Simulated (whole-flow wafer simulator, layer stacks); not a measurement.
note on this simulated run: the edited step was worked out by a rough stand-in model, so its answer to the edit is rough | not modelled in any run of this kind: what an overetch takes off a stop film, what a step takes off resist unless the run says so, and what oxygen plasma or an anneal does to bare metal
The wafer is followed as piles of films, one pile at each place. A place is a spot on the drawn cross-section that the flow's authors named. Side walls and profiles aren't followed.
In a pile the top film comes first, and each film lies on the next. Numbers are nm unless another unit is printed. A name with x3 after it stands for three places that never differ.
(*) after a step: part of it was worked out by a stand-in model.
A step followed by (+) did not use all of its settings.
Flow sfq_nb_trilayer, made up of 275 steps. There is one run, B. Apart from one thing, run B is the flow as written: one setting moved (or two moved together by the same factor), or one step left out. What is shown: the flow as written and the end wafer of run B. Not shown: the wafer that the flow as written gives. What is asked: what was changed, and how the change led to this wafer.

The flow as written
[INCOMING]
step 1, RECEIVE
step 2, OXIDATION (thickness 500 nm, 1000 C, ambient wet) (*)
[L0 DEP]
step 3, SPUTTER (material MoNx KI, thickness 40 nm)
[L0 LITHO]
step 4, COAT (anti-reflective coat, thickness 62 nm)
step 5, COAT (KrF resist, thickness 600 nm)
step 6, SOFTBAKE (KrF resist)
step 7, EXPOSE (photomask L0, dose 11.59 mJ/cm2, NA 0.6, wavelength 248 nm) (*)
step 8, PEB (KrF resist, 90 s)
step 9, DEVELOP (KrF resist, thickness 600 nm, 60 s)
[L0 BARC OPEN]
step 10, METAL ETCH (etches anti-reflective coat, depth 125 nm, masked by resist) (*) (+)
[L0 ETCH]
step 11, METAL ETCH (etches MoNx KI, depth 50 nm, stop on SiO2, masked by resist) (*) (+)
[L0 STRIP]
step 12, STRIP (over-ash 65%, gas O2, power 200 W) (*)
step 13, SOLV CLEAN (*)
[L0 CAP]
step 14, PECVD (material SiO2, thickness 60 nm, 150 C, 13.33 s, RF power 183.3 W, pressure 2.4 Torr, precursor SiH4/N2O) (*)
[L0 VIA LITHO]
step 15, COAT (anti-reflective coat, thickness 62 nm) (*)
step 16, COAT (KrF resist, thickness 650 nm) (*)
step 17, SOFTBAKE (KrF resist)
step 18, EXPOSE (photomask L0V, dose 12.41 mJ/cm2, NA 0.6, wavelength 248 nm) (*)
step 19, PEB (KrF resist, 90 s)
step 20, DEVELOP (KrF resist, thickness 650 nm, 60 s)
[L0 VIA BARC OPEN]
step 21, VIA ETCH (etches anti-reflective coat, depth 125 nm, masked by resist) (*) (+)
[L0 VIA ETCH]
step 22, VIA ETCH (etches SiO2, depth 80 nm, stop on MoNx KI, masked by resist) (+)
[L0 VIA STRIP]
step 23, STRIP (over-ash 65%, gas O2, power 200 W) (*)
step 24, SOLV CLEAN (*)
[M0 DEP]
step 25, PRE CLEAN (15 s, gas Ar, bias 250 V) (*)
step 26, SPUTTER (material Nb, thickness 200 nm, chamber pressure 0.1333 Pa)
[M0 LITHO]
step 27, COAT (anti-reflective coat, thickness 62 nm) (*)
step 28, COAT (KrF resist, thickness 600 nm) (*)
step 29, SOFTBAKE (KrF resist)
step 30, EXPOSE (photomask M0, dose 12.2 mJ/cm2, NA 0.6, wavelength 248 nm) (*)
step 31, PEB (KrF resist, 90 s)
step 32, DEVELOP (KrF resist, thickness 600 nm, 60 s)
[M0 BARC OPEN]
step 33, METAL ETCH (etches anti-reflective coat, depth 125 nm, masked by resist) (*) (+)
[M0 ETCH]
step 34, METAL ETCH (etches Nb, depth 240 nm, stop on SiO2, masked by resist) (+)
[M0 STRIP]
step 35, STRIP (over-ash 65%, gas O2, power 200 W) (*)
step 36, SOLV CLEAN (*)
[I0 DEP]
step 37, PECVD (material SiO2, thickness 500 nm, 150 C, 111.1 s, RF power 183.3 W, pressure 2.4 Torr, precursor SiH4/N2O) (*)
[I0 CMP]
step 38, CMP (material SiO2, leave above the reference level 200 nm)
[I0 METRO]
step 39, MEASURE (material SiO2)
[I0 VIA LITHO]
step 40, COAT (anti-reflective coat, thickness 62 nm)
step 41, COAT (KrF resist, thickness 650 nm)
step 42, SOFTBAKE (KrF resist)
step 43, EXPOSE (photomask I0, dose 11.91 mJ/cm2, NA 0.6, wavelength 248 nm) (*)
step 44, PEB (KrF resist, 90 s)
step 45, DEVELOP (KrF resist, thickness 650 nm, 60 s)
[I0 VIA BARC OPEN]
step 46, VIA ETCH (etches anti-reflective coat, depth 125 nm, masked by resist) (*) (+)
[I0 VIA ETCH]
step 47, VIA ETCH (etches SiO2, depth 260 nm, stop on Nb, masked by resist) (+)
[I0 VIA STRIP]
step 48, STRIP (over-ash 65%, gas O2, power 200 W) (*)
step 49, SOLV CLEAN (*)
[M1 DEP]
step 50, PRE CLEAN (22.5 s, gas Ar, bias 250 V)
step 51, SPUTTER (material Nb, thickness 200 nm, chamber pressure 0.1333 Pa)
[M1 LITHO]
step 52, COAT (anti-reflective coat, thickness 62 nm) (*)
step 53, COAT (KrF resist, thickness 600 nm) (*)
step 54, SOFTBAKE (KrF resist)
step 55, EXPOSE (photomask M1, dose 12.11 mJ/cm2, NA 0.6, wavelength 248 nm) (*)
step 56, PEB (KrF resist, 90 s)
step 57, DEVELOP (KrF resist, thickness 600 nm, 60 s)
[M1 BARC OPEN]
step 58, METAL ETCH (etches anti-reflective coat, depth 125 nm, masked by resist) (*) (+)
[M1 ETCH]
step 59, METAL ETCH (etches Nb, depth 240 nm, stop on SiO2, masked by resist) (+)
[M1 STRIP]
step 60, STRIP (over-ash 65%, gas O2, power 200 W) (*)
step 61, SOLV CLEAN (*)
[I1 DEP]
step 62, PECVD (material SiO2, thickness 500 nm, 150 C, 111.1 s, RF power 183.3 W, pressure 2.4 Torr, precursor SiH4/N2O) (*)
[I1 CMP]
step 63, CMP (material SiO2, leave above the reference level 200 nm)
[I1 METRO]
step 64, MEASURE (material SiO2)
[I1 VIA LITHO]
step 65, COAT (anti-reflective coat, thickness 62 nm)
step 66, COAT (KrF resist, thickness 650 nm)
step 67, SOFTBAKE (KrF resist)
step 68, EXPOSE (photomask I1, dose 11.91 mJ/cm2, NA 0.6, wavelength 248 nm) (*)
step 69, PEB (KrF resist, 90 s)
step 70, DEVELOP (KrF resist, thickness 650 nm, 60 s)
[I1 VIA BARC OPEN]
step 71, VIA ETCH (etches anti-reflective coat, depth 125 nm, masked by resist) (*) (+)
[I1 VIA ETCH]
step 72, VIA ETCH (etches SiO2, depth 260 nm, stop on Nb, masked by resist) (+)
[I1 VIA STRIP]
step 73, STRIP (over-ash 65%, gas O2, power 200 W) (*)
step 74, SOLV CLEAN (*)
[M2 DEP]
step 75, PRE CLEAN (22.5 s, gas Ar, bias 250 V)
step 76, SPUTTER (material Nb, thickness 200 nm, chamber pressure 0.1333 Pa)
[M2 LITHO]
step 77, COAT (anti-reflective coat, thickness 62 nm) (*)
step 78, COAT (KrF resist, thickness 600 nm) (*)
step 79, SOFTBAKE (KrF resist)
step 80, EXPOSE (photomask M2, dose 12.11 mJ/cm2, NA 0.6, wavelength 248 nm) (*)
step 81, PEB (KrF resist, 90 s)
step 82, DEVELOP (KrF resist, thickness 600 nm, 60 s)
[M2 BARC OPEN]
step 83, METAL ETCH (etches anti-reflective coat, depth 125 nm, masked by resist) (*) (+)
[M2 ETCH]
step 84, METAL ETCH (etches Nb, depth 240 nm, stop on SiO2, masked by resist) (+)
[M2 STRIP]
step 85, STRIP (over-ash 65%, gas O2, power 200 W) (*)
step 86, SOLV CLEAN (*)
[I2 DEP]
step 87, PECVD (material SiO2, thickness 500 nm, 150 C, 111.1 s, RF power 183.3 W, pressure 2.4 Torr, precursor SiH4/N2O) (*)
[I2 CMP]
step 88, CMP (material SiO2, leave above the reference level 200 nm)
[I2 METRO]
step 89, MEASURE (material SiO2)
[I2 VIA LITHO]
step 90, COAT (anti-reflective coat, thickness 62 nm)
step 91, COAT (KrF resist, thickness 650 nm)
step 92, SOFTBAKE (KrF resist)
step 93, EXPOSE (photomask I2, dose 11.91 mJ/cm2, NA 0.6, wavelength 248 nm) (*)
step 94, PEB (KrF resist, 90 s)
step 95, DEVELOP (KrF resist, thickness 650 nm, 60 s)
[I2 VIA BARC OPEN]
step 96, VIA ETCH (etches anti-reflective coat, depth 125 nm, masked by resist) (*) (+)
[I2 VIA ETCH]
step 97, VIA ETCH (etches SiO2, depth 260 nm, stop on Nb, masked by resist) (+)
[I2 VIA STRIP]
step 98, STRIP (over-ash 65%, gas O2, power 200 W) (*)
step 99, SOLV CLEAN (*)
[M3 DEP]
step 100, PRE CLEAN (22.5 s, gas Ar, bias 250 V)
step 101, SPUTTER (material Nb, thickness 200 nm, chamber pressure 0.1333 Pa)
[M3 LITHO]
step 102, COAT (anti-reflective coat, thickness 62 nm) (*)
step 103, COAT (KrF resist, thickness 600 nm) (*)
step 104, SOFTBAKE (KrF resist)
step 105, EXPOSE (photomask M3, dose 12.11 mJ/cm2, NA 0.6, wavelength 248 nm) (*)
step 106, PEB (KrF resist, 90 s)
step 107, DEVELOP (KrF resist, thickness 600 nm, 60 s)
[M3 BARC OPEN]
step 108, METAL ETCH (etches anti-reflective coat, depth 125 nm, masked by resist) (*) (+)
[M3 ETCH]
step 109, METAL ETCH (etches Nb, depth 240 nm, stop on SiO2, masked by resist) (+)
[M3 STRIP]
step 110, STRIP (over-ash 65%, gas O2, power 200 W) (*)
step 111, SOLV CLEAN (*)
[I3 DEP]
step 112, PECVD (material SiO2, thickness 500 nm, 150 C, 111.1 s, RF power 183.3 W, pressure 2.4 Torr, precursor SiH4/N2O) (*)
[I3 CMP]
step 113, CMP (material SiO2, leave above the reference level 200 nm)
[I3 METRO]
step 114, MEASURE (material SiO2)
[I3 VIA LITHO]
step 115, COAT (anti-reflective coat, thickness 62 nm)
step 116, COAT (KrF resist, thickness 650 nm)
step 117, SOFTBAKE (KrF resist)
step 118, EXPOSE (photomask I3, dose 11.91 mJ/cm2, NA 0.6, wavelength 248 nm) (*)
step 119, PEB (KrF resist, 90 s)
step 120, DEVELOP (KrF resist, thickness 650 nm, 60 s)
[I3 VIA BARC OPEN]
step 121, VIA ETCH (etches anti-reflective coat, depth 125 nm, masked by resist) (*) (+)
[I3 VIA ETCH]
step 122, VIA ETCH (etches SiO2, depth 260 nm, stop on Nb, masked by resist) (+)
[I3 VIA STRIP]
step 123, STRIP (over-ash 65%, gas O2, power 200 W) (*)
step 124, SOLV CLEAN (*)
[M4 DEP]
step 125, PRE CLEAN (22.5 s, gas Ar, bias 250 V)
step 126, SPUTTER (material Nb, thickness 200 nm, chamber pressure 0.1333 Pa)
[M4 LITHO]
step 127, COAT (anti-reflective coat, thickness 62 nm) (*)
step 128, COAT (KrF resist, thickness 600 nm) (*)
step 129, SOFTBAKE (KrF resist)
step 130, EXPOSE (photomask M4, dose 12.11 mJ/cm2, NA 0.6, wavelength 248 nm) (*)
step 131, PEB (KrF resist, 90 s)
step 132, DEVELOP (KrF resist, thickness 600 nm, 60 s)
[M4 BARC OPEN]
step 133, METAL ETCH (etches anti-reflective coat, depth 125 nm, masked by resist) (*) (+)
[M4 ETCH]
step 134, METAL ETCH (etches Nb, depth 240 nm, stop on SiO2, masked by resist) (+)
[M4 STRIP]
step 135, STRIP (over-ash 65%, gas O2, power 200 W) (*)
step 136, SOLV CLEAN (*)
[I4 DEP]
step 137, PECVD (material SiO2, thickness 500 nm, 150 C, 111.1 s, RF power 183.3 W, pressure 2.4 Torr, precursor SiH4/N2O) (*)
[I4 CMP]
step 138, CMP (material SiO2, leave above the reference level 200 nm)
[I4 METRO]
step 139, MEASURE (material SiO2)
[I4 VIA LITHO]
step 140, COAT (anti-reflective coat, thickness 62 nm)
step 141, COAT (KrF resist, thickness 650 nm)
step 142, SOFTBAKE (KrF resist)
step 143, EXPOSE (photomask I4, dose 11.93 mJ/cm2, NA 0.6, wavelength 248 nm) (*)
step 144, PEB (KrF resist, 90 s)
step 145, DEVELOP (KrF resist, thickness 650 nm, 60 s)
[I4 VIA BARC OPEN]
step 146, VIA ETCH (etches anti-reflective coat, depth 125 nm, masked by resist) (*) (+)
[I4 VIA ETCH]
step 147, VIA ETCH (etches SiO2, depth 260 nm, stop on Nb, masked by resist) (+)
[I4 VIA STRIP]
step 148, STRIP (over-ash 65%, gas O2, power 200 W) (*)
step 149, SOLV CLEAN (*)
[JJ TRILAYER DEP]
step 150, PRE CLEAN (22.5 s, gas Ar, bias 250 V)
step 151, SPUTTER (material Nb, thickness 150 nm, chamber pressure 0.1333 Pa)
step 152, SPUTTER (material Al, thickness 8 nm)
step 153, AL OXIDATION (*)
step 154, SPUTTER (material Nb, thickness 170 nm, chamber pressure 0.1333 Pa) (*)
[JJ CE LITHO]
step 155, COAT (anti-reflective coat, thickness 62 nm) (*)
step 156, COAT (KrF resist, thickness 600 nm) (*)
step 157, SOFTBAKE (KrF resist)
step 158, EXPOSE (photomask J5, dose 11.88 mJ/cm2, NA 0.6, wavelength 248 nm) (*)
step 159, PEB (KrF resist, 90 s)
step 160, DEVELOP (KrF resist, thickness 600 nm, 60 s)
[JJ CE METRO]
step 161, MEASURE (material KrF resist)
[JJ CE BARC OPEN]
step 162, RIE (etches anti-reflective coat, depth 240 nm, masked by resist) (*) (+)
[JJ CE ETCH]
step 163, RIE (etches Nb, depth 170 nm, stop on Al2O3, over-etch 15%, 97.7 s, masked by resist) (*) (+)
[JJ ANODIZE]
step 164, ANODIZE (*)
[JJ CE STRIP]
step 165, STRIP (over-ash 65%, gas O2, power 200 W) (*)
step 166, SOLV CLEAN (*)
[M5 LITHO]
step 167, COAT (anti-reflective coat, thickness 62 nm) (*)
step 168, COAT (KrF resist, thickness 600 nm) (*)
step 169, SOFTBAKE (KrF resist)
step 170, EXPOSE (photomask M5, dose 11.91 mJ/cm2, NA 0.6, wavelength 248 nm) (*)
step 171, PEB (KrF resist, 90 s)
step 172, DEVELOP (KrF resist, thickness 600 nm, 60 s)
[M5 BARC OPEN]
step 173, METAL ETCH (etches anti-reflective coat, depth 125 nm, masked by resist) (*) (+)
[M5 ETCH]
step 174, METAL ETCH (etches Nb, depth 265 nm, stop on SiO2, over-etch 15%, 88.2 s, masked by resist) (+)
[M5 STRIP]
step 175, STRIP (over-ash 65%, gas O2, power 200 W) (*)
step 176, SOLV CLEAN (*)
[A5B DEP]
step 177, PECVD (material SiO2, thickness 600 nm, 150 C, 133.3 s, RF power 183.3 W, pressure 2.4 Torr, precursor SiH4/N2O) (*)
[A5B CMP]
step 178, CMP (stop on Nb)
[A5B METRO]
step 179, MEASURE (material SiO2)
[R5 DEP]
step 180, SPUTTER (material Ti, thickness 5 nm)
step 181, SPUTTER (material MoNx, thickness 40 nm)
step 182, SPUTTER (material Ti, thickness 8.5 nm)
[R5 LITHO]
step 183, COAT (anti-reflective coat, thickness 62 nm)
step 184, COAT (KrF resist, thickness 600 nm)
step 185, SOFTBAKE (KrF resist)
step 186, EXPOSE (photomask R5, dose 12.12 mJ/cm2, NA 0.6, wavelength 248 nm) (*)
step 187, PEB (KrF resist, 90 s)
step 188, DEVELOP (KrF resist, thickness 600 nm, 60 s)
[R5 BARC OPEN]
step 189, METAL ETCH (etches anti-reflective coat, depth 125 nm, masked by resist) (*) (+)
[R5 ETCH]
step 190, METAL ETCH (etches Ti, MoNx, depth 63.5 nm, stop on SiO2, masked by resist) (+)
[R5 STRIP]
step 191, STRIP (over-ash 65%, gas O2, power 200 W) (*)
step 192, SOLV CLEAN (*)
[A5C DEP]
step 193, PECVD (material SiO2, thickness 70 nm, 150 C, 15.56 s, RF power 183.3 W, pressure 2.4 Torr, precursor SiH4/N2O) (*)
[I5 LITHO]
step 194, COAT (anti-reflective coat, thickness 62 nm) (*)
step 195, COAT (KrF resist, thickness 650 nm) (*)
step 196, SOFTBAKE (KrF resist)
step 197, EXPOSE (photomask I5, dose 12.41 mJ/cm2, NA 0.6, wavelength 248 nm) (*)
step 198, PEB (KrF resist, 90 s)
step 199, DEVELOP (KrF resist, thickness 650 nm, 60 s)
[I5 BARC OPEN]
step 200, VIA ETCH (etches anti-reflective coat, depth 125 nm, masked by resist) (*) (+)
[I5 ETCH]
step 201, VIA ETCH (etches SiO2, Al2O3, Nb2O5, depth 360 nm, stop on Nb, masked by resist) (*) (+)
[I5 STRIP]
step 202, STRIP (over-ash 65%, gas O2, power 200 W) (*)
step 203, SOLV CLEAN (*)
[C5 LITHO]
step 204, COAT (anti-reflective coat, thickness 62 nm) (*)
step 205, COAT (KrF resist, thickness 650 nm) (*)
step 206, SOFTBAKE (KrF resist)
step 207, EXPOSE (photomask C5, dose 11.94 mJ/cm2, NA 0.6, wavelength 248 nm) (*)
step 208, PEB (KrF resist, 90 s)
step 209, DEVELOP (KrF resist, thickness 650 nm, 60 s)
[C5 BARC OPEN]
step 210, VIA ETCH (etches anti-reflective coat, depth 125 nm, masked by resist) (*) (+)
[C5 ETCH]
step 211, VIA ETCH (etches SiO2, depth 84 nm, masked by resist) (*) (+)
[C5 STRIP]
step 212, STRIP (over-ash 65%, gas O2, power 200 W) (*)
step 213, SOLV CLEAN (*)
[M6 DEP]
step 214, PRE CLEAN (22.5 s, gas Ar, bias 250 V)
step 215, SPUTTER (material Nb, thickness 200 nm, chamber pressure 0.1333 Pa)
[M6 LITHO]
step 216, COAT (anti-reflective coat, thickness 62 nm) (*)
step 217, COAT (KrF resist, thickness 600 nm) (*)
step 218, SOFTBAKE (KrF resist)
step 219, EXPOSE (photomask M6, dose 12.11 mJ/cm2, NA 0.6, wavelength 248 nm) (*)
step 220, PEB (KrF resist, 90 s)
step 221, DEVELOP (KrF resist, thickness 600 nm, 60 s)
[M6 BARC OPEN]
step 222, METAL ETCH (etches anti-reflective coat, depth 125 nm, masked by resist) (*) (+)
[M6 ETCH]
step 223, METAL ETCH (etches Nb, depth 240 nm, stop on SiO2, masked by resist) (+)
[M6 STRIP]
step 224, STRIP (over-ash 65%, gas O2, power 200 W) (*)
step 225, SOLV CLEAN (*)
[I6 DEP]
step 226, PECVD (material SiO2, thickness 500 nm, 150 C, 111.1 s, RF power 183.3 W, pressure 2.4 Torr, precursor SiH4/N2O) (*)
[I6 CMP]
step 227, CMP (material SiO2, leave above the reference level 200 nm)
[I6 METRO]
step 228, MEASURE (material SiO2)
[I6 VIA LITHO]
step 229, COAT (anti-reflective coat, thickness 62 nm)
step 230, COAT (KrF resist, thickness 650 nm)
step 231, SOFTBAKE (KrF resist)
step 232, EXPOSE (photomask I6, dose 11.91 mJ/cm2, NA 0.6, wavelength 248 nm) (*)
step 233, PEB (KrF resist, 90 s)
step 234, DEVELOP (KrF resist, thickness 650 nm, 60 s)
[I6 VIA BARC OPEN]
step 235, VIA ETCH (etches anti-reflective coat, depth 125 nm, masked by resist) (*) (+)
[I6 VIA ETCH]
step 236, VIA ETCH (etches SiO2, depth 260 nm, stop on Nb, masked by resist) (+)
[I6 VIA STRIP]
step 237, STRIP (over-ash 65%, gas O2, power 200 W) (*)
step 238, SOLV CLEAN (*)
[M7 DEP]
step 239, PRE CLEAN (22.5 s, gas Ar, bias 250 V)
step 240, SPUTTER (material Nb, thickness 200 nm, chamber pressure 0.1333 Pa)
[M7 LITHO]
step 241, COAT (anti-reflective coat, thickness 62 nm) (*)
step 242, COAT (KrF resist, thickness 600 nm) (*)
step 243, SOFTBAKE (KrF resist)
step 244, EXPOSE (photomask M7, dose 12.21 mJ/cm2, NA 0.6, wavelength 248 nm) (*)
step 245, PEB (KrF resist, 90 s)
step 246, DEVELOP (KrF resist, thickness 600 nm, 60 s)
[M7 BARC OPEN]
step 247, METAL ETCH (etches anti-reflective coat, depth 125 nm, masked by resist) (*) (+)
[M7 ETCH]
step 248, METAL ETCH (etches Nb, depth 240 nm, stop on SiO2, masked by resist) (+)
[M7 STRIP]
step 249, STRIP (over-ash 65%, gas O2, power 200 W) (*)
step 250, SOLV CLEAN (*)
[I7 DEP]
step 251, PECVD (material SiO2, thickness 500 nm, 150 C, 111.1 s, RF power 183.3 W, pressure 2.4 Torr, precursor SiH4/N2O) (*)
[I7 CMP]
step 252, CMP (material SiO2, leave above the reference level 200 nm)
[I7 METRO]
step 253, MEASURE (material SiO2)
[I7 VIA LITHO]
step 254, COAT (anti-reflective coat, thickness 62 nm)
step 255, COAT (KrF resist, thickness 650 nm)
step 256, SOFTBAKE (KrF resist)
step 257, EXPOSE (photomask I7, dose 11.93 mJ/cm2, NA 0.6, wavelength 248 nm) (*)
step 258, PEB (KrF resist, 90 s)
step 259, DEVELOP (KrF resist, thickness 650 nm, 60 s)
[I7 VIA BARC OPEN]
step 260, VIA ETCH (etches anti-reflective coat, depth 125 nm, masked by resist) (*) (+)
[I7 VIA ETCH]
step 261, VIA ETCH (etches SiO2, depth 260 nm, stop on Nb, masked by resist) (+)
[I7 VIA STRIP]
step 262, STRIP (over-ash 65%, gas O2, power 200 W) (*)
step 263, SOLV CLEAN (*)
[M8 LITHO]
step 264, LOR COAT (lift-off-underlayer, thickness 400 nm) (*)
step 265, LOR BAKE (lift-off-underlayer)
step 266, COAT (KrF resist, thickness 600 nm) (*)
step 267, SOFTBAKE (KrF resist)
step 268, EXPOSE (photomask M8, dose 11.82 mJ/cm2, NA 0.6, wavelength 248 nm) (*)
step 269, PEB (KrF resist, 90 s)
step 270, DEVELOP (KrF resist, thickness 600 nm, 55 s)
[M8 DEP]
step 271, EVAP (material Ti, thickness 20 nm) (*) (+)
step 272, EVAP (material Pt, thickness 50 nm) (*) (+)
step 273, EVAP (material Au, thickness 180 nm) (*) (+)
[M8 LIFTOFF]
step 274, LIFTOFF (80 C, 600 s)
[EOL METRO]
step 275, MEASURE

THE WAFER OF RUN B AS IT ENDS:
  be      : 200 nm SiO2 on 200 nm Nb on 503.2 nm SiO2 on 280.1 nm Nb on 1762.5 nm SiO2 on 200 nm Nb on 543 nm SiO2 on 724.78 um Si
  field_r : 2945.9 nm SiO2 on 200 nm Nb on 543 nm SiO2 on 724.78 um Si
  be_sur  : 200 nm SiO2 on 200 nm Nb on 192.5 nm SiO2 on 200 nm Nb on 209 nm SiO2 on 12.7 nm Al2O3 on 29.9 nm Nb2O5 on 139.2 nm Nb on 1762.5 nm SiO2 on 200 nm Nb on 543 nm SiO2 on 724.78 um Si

The reason: step 14, PECVD: thickness 48 nm was run, while the flow as written has thickness 60 nm; step 14, PECVD: 10.67 s was run, where the flow has 13.33 s.

Step by step, how the change led to this:
  step 14, PECVD (material SiO2, thickness 60 nm, 150 C, 13.33 s, RF power 183.3 W, pressure 2.4 Torr, precursor SiH4/N2O) (*)
      v_sur, via_wl, via_w and 97 more: SiO2 gains 48 (it would be, as written: SiO2 gains 60)
      field_l, l0_sur, l0v, l0r_line_l, l0r_line_c, l0r_line_r: SiO2 gains 48 (new film) (it would be, as written: SiO2 gains 60 (new film))
  step 22, VIA ETCH (etches SiO2, depth 80 nm, stop on MoNx KI, masked by resist) (+)
      field_l, v_sur, via_wl and 102 more: KrF resist loses 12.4 (it would be, as written: KrF resist loses 13.8)
      l0v: SiO2 loses 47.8 (all of it) (it would be, as written: SiO2 loses 59.8 (all of it))
  step 27, COAT (anti-reflective coat, thickness 62 nm) (*)
      l0_sur: anti-reflective coat gains 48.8 (new film) (it would be, as written: anti-reflective coat gains 47.5 (new film))
      l0v: anti-reflective coat gains 74.4 (new film) (it would be, as written: anti-reflective coat gains 78 (new film))
  step 35, STRIP (over-ash 65%, gas O2, power 200 W) (*)
      l0_sur: KrF resist loses 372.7 (all of it), anti-reflective coat loses 48.8 (all of it) (it would be, as written: KrF resist loses 372 (all of it), anti-reflective coat loses 47.5 (all of it))
      l0v: KrF resist loses 397.8 (all of it), anti-reflective coat loses 74.4 (all of it) (it would be, as written: KrF resist loses 405.3 (all of it), anti-reflective coat loses 78 (all of it))
  step 38, CMP (material SiO2, leave above the reference level 200 nm)
      l0v: SiO2 loses 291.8 (it would be, as written: SiO2 loses 277.8)
